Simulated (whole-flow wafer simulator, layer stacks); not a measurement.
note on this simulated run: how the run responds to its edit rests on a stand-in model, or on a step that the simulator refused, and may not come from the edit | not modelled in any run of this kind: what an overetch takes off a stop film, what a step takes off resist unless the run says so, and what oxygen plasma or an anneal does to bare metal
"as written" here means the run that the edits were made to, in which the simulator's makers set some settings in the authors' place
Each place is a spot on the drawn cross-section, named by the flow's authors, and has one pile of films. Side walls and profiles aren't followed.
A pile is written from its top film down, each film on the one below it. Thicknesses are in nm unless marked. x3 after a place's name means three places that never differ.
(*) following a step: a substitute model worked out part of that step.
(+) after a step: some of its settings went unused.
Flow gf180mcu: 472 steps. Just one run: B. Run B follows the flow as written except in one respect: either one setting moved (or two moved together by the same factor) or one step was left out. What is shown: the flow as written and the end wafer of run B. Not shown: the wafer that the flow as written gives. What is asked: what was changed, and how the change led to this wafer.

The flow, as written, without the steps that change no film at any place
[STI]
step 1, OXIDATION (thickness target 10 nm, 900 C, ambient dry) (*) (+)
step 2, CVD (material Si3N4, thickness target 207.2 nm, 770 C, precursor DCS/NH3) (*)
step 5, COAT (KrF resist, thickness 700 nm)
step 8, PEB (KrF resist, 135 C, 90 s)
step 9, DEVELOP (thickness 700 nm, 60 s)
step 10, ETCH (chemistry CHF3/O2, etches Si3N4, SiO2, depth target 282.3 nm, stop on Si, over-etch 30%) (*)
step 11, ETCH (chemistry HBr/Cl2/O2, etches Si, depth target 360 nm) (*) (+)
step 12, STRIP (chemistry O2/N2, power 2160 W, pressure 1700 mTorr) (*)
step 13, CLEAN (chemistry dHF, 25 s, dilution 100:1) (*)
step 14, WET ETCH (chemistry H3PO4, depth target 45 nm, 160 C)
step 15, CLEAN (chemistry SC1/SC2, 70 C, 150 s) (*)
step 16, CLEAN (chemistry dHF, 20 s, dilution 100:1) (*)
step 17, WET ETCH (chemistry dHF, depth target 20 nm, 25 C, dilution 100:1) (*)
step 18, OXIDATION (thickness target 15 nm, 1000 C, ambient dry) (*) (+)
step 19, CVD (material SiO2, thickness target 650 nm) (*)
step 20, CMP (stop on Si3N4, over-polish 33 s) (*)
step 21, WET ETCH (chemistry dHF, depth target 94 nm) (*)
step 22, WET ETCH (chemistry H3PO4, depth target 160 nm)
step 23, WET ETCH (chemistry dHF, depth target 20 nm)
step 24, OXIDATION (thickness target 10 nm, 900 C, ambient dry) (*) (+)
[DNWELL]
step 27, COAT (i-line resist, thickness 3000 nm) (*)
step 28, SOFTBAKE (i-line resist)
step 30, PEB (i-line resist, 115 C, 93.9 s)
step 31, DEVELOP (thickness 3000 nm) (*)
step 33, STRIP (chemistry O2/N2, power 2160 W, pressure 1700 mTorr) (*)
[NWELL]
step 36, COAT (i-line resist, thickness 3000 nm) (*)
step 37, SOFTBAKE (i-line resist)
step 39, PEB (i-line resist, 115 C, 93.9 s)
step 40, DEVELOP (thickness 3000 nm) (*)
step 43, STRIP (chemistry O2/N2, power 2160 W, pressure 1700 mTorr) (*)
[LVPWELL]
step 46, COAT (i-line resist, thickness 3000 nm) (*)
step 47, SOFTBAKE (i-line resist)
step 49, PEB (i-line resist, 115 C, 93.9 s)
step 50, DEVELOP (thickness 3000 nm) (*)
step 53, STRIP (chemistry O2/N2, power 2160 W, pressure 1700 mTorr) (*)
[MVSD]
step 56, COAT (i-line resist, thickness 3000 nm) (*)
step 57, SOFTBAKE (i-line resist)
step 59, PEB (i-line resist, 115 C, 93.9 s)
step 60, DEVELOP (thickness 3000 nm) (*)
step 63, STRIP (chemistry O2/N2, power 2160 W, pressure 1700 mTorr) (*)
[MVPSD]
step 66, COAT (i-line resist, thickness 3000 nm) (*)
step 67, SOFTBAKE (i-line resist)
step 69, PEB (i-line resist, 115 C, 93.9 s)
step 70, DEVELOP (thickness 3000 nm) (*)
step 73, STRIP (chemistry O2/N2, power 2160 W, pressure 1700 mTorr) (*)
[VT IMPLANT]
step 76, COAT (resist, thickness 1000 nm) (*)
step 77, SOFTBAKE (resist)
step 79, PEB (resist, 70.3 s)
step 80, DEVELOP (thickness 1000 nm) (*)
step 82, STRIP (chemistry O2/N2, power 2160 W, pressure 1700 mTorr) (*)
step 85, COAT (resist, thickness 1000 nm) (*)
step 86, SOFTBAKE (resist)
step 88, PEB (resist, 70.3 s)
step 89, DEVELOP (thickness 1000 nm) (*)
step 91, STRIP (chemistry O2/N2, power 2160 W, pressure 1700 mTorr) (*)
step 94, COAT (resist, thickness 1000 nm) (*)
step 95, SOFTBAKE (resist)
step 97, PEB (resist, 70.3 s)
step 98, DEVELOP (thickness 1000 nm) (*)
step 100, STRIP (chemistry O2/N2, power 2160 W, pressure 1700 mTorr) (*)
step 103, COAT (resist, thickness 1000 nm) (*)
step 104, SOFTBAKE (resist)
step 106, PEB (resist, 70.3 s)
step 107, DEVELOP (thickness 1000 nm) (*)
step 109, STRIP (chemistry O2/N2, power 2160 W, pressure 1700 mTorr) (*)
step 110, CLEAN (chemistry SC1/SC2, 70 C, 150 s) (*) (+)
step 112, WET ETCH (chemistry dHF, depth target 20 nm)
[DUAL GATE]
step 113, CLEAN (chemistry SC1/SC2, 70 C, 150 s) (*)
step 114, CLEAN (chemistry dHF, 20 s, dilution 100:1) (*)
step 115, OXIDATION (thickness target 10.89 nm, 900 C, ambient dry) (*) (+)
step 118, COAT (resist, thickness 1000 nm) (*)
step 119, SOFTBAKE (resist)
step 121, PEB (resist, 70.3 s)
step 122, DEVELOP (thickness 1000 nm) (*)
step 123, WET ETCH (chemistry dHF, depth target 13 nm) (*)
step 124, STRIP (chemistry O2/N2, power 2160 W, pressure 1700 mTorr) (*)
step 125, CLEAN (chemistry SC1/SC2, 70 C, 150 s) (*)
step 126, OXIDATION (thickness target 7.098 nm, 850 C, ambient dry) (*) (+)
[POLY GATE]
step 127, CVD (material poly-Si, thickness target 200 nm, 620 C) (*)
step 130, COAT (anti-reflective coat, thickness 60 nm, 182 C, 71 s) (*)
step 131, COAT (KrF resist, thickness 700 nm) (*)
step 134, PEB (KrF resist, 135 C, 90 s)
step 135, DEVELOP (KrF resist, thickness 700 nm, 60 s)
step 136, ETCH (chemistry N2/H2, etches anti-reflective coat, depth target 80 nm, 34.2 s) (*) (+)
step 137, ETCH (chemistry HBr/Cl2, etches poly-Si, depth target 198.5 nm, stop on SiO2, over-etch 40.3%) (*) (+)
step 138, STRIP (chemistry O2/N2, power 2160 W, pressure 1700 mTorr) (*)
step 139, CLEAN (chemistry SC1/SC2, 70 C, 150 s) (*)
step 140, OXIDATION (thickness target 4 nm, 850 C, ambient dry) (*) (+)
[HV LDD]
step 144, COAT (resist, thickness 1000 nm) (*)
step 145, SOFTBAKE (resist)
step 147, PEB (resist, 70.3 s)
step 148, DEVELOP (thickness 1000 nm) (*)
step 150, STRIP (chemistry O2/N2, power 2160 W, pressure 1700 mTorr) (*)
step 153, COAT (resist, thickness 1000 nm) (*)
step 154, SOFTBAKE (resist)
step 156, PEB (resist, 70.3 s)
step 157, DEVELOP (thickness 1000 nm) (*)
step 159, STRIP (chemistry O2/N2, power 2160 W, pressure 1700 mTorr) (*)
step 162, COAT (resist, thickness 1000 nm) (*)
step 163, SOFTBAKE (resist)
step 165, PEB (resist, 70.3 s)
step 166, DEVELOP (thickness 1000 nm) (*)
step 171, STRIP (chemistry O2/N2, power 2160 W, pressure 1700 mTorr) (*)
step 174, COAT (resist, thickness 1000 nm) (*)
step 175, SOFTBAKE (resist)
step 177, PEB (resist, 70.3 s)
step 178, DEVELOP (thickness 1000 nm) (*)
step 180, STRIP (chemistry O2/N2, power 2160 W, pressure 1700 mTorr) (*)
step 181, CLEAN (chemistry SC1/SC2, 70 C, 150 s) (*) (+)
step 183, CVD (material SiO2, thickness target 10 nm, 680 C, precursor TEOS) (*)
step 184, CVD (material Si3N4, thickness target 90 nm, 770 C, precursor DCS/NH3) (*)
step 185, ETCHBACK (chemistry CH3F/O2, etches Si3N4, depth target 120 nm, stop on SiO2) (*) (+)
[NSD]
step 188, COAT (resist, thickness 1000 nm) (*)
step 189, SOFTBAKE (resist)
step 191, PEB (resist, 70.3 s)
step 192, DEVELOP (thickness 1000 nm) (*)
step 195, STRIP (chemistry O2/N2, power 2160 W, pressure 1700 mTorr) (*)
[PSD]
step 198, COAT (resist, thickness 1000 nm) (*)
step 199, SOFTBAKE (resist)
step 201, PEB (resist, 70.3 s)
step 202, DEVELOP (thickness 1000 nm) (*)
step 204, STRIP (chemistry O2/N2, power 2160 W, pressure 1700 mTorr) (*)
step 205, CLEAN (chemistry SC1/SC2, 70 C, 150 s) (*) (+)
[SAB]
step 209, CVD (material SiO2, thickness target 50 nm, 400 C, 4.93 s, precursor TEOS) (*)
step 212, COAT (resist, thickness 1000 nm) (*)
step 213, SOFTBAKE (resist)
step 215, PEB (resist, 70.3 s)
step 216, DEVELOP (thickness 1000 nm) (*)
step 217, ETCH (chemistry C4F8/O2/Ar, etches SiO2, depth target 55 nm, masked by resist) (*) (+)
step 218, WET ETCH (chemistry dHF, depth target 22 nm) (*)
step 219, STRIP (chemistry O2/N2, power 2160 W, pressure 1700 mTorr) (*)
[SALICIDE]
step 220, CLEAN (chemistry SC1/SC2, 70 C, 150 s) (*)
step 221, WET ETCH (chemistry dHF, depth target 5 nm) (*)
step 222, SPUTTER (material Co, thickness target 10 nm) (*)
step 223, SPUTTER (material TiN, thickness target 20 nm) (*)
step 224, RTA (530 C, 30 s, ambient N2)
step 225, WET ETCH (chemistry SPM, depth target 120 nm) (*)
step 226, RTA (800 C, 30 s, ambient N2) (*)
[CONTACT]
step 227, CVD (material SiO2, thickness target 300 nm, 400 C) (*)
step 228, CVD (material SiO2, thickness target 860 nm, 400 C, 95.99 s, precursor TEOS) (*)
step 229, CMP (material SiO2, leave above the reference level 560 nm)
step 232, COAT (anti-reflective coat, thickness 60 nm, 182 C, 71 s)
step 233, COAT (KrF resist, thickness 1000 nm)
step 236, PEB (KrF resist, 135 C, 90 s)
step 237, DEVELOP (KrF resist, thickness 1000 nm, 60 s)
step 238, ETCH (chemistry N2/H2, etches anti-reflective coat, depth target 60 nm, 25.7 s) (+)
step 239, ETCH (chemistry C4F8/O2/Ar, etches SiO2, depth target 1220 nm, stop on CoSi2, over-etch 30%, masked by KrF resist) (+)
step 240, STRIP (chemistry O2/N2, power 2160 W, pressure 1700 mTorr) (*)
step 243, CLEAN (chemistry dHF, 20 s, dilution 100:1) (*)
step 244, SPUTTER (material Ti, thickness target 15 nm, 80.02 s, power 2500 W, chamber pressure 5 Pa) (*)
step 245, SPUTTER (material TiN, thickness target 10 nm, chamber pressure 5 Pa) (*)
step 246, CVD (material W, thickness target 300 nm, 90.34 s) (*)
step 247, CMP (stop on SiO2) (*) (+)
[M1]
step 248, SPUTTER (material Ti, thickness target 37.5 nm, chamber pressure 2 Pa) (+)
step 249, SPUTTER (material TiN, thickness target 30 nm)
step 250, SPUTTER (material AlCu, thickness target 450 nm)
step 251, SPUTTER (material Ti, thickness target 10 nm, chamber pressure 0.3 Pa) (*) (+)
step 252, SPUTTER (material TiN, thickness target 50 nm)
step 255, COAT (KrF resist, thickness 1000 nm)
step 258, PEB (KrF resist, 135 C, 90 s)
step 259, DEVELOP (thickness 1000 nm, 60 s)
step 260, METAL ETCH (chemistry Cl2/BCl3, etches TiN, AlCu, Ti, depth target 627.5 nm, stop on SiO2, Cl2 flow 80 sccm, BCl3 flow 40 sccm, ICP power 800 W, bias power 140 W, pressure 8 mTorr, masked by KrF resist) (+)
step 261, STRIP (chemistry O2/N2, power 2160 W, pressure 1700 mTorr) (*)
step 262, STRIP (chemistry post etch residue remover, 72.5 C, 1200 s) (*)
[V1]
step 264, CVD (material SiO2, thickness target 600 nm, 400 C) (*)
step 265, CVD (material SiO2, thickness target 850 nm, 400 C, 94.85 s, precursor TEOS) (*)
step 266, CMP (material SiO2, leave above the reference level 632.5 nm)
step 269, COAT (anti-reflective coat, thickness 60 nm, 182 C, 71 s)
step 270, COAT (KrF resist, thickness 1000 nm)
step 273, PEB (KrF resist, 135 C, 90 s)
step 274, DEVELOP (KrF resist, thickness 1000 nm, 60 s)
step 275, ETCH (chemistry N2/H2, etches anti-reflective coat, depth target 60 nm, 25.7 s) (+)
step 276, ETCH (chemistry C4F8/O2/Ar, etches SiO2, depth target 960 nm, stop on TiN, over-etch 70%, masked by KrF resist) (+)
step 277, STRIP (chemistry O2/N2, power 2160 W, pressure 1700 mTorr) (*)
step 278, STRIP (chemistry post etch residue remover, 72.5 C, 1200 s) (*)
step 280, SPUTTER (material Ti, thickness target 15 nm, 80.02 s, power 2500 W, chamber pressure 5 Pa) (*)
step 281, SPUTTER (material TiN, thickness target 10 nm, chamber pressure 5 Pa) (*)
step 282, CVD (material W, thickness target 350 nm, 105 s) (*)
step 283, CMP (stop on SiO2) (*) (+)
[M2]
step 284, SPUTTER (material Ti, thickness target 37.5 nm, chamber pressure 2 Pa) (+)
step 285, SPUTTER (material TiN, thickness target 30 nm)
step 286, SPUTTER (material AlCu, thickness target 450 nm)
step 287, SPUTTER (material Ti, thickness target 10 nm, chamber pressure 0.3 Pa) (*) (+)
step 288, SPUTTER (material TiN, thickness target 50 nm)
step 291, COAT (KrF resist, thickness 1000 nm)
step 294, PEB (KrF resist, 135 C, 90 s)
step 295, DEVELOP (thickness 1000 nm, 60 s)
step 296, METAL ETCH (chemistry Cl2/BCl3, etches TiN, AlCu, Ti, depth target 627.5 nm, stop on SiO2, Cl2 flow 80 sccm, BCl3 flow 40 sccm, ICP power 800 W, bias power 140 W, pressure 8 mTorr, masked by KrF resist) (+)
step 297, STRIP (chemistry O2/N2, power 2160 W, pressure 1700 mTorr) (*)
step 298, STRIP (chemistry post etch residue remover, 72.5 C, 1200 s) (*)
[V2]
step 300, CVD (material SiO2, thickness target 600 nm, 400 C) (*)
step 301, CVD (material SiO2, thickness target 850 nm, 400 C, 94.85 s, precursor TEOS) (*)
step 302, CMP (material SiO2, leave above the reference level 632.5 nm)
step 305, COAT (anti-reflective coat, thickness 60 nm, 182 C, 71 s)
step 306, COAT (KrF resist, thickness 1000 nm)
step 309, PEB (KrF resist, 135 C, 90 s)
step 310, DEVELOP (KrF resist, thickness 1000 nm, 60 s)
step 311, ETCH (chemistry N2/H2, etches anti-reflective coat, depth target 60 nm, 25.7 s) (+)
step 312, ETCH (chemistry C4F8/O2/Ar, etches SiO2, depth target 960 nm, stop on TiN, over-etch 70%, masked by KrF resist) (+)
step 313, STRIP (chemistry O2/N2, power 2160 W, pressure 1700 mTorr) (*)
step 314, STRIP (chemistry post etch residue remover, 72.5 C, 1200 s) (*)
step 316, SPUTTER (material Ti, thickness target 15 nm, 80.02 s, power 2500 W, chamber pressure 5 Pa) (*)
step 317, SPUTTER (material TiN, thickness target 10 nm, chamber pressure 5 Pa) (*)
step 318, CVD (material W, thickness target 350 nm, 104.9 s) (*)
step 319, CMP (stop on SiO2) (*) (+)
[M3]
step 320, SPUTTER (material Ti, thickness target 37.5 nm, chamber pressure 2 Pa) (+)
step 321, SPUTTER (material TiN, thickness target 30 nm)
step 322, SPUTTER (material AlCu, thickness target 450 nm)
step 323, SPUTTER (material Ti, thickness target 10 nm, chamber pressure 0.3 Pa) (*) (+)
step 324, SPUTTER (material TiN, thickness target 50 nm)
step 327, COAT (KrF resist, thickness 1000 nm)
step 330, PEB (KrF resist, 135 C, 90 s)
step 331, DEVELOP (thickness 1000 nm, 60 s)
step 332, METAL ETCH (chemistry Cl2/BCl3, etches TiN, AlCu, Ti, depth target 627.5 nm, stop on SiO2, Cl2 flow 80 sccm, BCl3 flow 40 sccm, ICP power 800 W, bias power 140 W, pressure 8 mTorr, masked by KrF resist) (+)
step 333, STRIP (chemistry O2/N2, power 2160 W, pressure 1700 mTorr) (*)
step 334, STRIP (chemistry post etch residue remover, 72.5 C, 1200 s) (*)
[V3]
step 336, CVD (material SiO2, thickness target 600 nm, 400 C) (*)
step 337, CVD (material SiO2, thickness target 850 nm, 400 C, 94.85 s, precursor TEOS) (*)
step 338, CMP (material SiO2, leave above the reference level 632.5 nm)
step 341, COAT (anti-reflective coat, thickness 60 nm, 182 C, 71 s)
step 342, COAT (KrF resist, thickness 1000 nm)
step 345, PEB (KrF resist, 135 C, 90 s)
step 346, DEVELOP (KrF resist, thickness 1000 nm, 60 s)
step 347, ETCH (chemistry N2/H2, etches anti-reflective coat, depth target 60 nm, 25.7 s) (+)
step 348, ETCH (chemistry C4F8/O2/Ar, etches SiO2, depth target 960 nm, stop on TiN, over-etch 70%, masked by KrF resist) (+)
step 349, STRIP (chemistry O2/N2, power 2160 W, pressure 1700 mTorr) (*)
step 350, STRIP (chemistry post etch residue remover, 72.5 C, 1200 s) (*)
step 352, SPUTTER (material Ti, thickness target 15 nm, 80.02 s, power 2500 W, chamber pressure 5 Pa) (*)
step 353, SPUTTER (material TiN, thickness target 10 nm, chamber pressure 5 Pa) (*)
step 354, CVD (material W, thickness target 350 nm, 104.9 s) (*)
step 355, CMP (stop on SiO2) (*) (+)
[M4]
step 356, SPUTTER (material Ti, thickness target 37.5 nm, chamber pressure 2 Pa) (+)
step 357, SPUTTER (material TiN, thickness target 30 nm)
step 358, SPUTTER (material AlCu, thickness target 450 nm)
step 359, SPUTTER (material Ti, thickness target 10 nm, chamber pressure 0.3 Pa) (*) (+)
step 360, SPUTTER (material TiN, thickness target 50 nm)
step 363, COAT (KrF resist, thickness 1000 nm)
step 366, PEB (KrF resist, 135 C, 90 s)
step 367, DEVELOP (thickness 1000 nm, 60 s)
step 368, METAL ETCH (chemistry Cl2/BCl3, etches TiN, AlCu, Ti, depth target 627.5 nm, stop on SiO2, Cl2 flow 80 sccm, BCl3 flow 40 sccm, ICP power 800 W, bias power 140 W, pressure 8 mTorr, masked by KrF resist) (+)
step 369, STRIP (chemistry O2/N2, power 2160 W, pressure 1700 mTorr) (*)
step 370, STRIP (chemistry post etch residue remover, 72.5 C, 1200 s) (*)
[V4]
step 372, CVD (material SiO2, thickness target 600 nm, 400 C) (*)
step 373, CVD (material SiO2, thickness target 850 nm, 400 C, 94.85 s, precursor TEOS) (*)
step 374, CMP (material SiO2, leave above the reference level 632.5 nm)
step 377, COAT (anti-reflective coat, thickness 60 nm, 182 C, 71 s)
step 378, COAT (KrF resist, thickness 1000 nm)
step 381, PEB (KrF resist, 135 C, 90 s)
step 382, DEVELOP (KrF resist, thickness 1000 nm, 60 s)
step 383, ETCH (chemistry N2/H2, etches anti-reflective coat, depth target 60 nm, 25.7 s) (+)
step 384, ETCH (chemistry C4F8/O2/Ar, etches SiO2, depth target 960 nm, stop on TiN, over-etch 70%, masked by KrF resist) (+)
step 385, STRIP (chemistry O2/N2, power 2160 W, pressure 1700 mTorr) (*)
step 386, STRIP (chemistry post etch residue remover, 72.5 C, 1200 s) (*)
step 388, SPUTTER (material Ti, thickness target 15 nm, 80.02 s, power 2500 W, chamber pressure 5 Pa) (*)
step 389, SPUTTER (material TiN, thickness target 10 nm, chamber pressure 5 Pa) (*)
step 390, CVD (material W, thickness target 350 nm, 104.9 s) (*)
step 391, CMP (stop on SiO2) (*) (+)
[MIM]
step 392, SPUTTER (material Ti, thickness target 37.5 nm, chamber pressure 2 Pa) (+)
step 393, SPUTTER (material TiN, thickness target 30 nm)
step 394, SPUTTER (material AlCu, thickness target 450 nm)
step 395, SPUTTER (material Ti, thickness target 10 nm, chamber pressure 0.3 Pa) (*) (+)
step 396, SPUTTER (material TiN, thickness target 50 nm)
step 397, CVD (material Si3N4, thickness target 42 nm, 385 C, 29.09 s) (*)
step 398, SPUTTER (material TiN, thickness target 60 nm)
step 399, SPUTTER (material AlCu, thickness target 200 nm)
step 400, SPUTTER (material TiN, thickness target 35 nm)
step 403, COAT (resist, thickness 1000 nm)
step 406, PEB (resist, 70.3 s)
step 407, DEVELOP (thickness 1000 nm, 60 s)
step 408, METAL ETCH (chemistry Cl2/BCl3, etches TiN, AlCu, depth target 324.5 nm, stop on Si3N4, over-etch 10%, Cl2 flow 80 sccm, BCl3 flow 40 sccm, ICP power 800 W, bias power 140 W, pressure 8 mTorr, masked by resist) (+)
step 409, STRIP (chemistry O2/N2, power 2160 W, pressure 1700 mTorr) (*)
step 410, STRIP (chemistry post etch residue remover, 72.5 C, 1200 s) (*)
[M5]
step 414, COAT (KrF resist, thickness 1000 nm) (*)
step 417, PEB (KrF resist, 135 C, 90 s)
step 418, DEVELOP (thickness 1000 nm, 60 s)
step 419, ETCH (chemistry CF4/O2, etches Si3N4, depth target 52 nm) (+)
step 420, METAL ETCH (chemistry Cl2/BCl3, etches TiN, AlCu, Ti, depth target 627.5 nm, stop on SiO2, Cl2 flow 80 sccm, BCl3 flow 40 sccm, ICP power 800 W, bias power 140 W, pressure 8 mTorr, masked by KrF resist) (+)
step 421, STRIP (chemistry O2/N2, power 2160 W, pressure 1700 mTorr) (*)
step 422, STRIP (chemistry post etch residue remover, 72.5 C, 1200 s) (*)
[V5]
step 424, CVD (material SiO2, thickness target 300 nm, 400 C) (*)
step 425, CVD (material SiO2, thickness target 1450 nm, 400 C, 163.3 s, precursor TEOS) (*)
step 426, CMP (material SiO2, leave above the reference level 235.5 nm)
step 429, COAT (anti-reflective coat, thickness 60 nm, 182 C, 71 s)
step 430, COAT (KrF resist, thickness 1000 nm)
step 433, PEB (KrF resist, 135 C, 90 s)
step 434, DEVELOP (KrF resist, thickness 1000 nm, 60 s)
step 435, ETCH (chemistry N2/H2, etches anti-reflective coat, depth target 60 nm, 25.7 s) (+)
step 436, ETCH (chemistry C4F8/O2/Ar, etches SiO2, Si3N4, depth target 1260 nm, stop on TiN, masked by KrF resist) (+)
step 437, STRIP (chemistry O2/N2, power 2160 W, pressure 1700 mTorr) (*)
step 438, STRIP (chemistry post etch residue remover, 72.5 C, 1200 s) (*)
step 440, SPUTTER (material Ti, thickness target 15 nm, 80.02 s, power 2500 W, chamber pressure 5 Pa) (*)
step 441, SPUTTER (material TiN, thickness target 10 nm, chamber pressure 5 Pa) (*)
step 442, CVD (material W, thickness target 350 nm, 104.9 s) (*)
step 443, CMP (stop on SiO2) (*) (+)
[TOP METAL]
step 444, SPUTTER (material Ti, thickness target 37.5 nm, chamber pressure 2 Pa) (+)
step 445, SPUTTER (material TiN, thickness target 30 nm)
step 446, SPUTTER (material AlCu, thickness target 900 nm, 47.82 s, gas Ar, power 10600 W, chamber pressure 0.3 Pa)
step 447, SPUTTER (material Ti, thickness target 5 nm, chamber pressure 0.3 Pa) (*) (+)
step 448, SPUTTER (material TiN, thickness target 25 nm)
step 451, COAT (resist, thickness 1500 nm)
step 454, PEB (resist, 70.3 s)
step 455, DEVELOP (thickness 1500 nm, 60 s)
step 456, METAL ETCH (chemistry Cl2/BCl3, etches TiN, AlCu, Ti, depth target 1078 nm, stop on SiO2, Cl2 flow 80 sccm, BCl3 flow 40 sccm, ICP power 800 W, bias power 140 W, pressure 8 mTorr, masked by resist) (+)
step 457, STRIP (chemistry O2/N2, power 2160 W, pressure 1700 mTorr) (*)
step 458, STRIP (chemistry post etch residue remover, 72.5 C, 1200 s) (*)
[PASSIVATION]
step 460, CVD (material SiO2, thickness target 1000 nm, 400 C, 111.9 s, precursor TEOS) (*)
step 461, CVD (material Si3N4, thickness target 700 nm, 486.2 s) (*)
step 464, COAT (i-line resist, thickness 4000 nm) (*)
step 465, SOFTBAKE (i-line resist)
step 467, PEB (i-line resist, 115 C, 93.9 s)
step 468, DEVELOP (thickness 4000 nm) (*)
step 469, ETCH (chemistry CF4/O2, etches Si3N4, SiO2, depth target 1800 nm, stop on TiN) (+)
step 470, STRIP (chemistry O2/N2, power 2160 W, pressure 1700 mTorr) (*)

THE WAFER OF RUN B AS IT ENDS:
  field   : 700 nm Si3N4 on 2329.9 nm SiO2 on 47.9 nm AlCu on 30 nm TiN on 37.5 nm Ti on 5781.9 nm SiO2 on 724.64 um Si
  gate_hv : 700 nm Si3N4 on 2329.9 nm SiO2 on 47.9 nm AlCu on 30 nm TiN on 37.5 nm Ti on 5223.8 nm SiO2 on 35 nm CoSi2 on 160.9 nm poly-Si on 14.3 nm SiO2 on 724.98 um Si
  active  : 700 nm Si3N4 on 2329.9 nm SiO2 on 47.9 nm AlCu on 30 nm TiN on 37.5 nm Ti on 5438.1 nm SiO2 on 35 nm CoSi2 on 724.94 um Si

The reason: step 420, METAL ETCH: depth target 454.9 nm was run, though the flow has depth target 627.5 nm.

Step by step, how the change led to this:
  step 420, METAL ETCH (chemistry Cl2/BCl3, etches TiN, AlCu, Ti, depth target 627.5 nm, stop on SiO2, Cl2 flow 80 sccm, BCl3 flow 40 sccm, ICP power 800 W, bias power 140 W, pressure 8 mTorr, masked by KrF resist) (+)
      field, field__w1, field__w2 and 101 more: TiN loses 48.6 (all of it), Ti loses 10 (all of it), AlCu loses 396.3 (it would be, as written: TiN loses 48.6 (all of it), Ti loses 10 (all of it), AlCu loses 450 (all of it), TiN loses 30 (all of it), Ti loses 37.5 (all of it))
      field__w4, field__w8, contact, m1, m1__w1, mim, mim_1p0, m1_nw: KrF resist loses 182 (it would be, as written: KrF resist loses 251)
  step 421, STRIP (chemistry O2/N2, power 2160 W, pressure 1700 mTorr) (*)
      field__w8, m1__w1: KrF resist loses 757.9 (all of it) (it would be, as written: KrF resist loses 688.9 (all of it))
      field__w4: KrF resist loses 800.7 (all of it) (it would be, as written: KrF resist loses 731.6 (all of it))
      (as well as at 5 more places)
  step 422, STRIP (chemistry post etch residue remover, 72.5 C, 1200 s) (*)
      field, field__w1, field__w2 and 101 more: AlCu loses 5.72 (it would be, as written: nothing)
  step 424, CVD (material SiO2, thickness target 300 nm, 400 C) (*)
      field, field__w1, field__w2 and 101 more: SiO2 gains 300 (new film) (it would be, as written: SiO2 gains 300)
  step 426, CMP (material SiO2, leave above the reference level 235.5 nm)
      field, field__w1, field__w5 and 92 more: SiO2 loses 416.3 (it would be, as written: SiO2 loses 300.8)
      field__w2, field__w3, field__w12 and 6 more: SiO2 loses 393.4 (it would be, as written: SiO2 loses 272.7)
With metal films that touch counted as one body, field has 1 body; the flow as written gives 0 bodies.
With metal films that touch counted as one body, gate_hv has 2 bodies (between them, from the top down: SiO2 5223.8); the flow as written gives 1 body.
With metal films that touch counted as one body, active has 2 bodies (between them, from the top down: SiO2 5438.1); the flow as written gives 1 body.
